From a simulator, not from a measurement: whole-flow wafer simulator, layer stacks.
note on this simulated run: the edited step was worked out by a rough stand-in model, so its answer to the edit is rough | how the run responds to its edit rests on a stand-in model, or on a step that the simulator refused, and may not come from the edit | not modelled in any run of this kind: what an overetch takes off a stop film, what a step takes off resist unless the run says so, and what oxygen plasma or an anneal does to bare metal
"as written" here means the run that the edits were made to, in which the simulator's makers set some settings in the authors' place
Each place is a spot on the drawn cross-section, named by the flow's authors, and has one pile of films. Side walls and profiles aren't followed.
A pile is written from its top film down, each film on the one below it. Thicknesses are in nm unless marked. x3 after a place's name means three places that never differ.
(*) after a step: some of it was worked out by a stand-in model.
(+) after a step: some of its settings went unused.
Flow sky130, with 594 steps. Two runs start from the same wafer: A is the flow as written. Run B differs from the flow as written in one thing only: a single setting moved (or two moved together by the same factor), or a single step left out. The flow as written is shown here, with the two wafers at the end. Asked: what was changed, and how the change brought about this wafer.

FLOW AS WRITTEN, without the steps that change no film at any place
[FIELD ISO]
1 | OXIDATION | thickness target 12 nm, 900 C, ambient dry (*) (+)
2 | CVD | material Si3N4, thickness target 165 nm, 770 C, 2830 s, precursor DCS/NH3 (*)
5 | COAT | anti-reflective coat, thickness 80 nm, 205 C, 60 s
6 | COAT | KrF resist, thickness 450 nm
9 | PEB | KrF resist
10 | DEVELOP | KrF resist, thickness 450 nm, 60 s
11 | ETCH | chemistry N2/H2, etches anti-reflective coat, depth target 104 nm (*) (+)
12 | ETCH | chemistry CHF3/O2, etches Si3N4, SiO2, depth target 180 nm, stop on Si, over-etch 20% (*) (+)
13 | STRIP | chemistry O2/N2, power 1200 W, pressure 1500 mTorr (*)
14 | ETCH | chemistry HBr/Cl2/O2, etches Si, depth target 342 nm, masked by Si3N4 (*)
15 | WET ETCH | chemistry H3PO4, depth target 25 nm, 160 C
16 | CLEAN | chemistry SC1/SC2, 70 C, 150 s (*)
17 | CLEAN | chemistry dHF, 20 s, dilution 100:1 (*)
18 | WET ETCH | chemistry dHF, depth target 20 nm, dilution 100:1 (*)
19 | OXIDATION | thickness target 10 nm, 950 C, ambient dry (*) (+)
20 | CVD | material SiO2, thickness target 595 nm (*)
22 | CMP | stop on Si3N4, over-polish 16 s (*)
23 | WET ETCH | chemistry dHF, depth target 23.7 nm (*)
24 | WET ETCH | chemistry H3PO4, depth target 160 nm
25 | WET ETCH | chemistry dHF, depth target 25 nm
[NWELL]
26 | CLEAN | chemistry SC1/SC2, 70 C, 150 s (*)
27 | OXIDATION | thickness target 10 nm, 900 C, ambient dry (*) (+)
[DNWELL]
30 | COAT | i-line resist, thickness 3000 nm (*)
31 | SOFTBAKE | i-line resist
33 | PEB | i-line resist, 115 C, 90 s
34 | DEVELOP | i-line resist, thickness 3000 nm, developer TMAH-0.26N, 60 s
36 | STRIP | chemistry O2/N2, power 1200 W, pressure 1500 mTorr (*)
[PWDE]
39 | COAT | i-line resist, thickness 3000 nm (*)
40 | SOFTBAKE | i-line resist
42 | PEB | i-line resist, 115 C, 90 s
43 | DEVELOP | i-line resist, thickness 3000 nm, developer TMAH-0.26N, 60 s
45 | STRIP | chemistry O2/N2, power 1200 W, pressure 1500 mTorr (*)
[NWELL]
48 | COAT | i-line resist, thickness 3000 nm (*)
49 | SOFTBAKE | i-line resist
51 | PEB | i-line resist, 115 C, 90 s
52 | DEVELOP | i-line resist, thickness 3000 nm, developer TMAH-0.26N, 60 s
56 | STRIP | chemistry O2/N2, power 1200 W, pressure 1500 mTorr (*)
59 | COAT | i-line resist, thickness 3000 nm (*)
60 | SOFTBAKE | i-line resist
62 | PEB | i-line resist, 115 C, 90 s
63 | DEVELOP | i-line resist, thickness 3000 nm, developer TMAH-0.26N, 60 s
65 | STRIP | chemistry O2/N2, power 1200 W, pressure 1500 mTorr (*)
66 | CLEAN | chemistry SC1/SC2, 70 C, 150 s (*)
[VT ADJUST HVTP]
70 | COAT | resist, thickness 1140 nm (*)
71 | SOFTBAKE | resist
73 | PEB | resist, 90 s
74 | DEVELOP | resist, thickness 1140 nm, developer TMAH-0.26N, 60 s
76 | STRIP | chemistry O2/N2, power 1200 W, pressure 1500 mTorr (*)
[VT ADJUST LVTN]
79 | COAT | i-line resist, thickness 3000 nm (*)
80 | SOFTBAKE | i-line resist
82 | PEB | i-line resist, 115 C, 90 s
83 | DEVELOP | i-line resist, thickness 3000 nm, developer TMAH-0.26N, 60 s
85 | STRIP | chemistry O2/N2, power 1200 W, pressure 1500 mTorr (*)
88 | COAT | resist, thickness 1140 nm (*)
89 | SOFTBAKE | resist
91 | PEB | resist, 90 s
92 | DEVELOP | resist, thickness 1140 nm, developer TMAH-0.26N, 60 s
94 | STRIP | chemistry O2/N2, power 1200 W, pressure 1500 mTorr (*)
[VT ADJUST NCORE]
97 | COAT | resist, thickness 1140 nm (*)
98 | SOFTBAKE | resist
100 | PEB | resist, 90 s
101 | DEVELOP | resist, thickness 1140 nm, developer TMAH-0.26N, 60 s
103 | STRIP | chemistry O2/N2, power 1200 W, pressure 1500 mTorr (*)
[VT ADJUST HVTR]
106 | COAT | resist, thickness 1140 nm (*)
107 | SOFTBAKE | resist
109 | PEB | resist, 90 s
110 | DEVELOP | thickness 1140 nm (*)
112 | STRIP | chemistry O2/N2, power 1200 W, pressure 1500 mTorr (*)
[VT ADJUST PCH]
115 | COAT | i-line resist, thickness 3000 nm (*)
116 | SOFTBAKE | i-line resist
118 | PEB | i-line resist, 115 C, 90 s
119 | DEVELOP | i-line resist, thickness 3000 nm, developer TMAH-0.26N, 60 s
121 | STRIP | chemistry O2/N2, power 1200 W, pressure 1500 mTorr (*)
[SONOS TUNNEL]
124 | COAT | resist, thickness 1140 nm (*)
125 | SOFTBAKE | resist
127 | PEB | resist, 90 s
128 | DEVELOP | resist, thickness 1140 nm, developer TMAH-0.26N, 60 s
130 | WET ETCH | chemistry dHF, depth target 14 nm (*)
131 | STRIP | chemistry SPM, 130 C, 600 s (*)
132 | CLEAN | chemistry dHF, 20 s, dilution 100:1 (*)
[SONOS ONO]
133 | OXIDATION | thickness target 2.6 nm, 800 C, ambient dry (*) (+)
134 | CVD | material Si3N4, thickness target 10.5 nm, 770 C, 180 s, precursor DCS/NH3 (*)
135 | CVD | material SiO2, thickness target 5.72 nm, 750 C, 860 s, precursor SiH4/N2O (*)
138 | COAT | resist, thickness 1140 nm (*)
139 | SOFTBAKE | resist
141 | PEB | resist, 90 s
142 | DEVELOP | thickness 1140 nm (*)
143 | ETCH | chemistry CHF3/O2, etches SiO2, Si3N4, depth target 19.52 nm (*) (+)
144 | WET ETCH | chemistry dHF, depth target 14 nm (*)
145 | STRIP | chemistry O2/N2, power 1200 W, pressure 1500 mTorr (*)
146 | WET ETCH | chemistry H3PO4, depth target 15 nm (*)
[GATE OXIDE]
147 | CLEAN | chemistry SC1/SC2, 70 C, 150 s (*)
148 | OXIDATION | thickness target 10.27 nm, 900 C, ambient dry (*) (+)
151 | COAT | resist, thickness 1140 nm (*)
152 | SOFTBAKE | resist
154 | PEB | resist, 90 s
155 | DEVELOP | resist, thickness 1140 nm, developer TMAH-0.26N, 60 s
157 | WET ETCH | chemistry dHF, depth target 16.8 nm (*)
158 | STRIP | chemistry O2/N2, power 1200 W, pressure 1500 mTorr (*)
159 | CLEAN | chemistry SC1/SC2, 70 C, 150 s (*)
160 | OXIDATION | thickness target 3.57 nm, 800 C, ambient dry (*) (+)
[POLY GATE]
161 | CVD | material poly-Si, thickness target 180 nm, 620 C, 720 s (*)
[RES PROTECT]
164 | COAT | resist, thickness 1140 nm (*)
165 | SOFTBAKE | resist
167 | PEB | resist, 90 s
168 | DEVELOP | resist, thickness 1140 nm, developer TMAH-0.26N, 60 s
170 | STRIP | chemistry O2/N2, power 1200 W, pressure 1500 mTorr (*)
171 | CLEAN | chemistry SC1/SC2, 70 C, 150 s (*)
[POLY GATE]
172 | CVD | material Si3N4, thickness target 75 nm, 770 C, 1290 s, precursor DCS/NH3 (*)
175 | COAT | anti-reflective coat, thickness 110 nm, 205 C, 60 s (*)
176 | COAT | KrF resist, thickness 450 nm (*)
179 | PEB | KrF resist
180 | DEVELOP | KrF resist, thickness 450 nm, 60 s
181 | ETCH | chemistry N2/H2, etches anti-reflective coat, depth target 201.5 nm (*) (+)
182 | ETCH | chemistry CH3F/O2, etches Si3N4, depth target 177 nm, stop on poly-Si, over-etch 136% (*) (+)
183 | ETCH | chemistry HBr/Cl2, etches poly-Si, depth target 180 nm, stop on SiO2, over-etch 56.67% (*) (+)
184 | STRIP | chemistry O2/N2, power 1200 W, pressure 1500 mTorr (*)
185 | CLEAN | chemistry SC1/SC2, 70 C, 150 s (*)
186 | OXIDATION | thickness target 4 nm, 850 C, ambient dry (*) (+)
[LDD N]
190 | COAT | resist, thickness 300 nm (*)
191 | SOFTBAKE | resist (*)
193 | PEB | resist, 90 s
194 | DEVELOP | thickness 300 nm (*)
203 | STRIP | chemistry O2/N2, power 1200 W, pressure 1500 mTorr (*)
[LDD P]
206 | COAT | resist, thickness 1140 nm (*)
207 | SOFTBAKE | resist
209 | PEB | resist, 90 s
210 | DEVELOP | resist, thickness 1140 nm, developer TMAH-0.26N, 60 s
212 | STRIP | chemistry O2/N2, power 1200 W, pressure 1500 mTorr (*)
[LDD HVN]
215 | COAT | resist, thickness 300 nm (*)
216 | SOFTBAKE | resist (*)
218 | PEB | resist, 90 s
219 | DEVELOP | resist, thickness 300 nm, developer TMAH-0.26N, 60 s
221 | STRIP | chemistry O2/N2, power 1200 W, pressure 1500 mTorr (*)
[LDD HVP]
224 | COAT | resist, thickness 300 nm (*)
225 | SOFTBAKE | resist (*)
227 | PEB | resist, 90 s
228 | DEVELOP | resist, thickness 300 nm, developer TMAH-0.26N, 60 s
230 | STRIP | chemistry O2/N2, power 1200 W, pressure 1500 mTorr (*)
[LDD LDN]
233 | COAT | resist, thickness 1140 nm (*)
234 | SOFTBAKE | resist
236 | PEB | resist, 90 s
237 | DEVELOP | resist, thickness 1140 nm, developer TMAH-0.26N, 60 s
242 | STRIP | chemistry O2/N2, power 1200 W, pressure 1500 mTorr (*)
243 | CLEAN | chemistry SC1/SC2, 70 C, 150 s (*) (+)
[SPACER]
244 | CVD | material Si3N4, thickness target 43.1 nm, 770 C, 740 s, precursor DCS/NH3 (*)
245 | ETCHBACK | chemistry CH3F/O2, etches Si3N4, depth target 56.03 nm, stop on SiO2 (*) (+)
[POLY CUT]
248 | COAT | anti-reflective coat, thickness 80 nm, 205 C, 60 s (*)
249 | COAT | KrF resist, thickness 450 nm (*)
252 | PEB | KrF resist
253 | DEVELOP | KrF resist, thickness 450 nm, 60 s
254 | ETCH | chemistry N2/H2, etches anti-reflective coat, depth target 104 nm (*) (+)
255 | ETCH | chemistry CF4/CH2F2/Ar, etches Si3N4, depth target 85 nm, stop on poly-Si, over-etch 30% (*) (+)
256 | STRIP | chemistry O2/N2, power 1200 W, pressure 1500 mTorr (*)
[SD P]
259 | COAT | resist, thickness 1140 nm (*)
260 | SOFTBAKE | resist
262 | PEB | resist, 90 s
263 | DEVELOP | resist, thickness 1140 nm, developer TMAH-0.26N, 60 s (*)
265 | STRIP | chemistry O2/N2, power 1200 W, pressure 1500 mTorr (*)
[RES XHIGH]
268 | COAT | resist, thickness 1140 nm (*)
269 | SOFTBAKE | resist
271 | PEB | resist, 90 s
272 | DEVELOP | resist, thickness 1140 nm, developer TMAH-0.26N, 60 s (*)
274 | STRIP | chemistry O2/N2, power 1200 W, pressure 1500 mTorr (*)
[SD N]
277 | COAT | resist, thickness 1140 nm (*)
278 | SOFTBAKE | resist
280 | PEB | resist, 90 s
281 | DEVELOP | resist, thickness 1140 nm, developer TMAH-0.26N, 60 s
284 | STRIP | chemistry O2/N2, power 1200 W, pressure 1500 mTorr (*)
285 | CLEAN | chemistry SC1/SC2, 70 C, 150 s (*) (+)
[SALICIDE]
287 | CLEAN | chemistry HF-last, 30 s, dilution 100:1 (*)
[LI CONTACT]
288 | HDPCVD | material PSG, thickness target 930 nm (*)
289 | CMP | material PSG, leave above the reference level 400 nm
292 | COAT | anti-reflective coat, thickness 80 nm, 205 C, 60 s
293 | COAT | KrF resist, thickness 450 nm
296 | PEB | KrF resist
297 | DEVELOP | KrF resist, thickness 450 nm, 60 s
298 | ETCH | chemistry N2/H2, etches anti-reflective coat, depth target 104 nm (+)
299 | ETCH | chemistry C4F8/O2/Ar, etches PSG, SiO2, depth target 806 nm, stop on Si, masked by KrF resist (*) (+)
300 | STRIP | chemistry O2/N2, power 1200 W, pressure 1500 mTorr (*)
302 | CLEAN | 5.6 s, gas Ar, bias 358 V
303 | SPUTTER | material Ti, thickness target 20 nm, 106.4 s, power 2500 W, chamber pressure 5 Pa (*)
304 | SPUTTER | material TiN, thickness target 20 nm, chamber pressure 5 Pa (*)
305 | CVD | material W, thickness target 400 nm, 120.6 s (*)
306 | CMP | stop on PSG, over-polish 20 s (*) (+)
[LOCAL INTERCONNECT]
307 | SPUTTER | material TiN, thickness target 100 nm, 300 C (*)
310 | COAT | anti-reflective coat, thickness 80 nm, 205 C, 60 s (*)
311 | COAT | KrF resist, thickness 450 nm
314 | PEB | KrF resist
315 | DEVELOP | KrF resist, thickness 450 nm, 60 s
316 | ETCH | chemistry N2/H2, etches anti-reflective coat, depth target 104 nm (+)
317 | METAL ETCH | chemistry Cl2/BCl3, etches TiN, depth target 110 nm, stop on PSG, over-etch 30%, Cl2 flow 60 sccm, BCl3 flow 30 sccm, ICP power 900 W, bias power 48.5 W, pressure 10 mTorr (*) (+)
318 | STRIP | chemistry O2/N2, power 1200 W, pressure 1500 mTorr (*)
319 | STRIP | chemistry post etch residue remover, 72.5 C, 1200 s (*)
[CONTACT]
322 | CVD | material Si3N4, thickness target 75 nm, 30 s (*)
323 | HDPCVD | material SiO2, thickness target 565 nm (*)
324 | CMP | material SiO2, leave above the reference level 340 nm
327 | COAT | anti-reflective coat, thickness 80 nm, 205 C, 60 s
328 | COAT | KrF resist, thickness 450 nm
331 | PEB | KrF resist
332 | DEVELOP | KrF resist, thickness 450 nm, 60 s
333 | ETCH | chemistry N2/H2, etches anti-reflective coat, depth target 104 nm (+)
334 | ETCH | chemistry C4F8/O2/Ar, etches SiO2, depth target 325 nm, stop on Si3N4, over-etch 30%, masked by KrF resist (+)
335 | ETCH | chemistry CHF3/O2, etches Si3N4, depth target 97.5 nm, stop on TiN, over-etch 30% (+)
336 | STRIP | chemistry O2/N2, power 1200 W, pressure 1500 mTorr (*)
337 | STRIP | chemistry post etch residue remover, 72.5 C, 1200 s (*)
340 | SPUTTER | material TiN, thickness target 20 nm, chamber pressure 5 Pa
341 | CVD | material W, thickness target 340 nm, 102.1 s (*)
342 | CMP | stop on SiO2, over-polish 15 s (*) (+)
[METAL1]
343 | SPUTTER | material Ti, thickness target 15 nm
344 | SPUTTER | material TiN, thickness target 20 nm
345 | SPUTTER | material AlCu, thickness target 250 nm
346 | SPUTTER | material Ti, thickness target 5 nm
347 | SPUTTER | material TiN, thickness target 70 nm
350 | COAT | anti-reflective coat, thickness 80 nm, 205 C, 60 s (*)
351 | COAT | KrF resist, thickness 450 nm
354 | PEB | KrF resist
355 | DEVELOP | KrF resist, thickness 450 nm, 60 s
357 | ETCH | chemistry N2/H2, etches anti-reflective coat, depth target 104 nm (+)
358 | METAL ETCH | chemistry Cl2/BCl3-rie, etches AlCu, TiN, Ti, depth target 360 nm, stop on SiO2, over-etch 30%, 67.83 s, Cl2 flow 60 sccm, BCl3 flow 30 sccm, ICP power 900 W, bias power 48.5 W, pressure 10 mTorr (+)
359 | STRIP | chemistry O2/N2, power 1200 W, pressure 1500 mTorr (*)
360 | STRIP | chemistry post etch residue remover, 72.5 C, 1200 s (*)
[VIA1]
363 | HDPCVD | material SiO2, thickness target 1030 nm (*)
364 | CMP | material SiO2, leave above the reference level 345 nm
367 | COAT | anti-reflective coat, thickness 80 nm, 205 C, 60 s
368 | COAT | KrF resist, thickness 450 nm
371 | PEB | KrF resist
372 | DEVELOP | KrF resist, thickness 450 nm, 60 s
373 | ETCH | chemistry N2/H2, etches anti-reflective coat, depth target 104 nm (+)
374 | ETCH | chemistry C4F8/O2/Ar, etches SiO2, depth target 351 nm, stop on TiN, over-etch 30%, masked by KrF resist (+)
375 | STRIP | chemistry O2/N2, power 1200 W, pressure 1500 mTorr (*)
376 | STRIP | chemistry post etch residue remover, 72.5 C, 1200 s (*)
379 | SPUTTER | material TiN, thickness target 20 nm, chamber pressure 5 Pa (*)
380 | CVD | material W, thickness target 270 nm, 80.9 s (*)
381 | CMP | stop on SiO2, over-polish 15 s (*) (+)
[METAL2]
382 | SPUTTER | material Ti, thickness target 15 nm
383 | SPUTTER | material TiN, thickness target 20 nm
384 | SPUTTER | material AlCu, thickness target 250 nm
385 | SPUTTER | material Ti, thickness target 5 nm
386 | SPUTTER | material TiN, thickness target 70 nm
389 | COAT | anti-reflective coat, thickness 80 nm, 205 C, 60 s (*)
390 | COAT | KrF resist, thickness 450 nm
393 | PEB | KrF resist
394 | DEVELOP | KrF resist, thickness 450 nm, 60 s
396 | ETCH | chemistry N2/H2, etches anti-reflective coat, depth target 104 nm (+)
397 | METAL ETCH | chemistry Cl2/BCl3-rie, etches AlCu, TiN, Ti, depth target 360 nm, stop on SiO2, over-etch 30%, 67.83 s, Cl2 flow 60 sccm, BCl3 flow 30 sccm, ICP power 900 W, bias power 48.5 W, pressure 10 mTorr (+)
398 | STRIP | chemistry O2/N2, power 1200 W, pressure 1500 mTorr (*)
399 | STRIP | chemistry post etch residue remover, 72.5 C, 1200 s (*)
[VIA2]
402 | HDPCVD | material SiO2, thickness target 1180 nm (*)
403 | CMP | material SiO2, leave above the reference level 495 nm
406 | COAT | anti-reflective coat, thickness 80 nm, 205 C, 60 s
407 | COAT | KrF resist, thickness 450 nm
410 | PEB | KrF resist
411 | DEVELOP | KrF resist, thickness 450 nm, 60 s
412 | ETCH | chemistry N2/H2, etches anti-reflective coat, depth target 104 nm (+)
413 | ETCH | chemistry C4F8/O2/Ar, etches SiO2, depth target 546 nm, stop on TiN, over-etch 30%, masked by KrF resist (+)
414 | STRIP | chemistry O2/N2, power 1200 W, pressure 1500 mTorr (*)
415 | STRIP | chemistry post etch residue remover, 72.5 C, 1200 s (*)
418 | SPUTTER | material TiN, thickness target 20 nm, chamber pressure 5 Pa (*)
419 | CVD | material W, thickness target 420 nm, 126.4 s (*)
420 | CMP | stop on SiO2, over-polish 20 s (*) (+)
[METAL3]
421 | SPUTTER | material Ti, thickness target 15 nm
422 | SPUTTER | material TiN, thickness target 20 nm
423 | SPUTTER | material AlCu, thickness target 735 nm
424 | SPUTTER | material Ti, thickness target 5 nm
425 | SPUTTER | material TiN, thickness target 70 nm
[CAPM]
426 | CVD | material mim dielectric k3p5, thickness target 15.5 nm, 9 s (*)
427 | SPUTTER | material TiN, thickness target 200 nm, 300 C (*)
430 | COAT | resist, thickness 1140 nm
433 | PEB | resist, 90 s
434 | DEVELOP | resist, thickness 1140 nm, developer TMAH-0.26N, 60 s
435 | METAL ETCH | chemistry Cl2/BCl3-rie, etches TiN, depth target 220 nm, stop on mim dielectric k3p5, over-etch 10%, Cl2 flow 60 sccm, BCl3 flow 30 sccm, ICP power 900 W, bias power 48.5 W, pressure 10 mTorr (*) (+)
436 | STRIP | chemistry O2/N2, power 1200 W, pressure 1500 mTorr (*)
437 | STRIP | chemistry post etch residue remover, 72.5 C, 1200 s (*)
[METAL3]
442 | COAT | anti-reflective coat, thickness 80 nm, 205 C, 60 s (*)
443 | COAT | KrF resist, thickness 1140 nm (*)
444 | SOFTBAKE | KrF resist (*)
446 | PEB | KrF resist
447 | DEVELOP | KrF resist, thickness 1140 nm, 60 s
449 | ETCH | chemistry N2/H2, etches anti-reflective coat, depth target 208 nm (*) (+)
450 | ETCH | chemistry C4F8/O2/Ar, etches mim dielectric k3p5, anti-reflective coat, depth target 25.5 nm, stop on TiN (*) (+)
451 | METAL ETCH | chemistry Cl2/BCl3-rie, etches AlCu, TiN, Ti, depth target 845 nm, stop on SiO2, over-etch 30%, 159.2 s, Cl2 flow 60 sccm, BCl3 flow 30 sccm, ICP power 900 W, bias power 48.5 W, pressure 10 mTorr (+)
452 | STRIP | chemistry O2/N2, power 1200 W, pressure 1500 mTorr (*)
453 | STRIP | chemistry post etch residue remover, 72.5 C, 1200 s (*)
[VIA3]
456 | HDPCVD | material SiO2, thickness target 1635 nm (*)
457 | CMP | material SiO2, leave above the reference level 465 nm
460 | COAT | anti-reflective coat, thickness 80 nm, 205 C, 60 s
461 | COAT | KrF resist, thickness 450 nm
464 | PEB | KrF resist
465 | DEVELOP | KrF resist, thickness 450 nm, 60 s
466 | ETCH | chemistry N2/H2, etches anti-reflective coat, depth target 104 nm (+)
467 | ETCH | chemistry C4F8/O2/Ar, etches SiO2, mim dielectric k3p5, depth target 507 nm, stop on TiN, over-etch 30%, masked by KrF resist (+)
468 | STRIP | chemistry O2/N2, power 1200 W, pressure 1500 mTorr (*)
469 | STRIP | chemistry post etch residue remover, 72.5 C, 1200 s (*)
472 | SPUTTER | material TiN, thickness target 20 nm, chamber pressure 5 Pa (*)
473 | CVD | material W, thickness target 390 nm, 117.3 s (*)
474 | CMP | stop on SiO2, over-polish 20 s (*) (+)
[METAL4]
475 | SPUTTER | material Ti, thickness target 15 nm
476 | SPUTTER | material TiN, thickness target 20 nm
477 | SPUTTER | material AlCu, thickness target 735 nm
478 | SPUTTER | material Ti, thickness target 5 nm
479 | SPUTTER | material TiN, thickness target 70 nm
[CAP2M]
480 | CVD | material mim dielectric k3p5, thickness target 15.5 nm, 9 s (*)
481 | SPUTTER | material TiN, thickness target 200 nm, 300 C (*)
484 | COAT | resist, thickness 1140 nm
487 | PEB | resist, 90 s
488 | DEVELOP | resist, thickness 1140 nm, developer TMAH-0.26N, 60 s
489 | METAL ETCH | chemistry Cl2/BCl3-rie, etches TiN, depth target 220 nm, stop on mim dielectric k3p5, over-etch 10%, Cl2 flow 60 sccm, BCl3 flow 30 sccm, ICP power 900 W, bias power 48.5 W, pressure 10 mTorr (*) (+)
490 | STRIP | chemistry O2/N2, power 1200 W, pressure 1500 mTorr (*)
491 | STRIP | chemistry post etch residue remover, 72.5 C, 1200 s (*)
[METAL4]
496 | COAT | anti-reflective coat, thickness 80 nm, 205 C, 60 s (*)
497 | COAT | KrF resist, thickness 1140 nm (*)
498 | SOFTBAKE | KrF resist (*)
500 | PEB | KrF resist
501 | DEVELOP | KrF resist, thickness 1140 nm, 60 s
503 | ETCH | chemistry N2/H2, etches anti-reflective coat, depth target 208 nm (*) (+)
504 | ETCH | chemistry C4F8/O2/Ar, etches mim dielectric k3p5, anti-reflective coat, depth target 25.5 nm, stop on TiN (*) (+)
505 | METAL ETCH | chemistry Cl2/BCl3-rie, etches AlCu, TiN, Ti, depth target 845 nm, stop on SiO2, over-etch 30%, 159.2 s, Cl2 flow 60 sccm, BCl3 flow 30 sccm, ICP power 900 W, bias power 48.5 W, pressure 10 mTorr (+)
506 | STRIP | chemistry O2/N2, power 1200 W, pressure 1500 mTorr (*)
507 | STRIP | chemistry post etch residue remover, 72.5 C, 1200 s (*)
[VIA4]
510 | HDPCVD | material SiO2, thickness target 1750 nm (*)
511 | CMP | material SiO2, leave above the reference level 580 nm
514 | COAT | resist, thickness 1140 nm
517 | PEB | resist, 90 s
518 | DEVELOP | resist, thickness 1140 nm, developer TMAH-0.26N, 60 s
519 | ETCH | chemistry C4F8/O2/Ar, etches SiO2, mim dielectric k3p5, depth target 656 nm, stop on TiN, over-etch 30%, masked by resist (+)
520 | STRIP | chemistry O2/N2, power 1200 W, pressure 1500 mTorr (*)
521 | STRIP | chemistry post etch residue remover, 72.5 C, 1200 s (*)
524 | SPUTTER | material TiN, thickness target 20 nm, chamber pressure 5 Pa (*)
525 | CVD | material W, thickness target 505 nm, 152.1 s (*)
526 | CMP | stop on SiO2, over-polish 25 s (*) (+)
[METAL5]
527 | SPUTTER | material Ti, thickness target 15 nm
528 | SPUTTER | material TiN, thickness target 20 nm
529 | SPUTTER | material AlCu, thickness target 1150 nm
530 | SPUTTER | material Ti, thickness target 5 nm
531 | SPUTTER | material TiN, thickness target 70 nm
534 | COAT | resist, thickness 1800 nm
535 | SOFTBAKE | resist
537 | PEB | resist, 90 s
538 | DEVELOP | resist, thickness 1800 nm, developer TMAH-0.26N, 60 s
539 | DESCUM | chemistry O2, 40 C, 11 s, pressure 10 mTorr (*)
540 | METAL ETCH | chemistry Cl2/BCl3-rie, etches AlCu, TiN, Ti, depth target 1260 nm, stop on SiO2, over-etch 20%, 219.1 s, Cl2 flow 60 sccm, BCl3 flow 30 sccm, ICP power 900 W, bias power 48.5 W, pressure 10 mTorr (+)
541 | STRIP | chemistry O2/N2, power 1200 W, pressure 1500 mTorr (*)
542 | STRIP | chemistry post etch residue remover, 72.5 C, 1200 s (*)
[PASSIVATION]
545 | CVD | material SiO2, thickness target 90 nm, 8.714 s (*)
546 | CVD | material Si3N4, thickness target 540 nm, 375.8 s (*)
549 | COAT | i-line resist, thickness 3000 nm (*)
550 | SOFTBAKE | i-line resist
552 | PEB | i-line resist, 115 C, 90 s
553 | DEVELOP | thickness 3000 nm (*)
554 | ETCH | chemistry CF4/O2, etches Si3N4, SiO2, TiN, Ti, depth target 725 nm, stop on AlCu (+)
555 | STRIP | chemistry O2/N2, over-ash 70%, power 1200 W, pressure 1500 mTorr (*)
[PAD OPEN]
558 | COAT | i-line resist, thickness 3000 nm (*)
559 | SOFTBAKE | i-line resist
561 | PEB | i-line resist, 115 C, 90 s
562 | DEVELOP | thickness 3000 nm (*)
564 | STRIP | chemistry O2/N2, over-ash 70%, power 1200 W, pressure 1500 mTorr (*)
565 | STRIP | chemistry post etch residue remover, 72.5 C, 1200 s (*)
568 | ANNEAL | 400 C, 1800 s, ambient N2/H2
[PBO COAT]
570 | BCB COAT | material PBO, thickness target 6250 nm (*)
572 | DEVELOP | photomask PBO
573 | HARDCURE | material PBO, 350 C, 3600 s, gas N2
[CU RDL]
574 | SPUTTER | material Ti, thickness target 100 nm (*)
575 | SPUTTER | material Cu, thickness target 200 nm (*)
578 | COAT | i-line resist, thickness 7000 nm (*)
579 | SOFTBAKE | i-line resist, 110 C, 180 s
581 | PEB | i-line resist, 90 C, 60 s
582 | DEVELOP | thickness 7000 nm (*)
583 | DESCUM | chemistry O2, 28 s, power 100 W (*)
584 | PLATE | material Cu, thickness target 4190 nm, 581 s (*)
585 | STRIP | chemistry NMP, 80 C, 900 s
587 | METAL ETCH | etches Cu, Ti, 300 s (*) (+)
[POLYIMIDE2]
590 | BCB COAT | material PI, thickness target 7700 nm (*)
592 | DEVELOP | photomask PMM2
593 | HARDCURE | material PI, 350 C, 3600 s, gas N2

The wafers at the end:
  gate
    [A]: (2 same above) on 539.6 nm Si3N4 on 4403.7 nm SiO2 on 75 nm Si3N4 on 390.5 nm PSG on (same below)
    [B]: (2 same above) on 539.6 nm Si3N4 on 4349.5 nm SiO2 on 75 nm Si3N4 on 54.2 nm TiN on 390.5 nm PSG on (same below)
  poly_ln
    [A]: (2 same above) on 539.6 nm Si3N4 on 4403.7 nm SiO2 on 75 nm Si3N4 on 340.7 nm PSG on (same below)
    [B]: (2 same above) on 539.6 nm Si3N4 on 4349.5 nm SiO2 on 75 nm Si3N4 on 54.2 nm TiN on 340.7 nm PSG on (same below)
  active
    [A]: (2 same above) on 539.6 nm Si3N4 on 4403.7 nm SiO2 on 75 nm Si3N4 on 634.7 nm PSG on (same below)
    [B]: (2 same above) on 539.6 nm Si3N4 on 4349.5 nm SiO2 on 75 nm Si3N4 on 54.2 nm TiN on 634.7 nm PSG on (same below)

What caused this: step 317, METAL ETCH: depth target 44 nm was run, while the flow as written has depth target 110 nm.

Step by step, how the change led to this:
  317 | METAL ETCH | chemistry Cl2/BCl3, etches TiN, depth target 110 nm, stop on PSG, over-etch 30%, Cl2 flow 60 sccm, BCl3 flow 30 sccm, ICP power 900 W, bias power 48.5 W, pressure 10 mTorr (*) (+)
      field, active, gate and 88 more: A -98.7 TiN (all of it) | B -44 TiN
      n_well, p_well, gate_hv and 97 more: A -44 KrF resist | B -17.6 KrF resist
  318 | STRIP | chemistry O2/N2, power 1200 W, pressure 1500 mTorr (*)
      n_well, p_well, gate_hv and 93 more: A -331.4 KrF resist (all of it), -80 anti-reflective coat (all of it) | B -357.8 KrF resist (all of it), -80 anti-reflective coat (all of it)
      poly_licon, rpo_hd_licon: A -331.5 KrF resist (all of it), -80.4 anti-reflective coat (all of it) | B -357.9 KrF resist (all of it), -80.4 anti-reflective coat (all of it)
      (as well as at 2 more places)
  324 | CMP | material SiO2, leave above the reference level 340 nm
      field, active, gate and 88 more: A -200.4 SiO2 | B -254.7 SiO2
If metal films that touch count as one body, gate has 1 body; the flow as written gives 0 bodies.
If metal films that touch count as one body, poly_ln has 1 body; the flow as written gives 0 bodies.
If metal films that touch count as one body, active has 1 body; the flow as written gives 0 bodies.
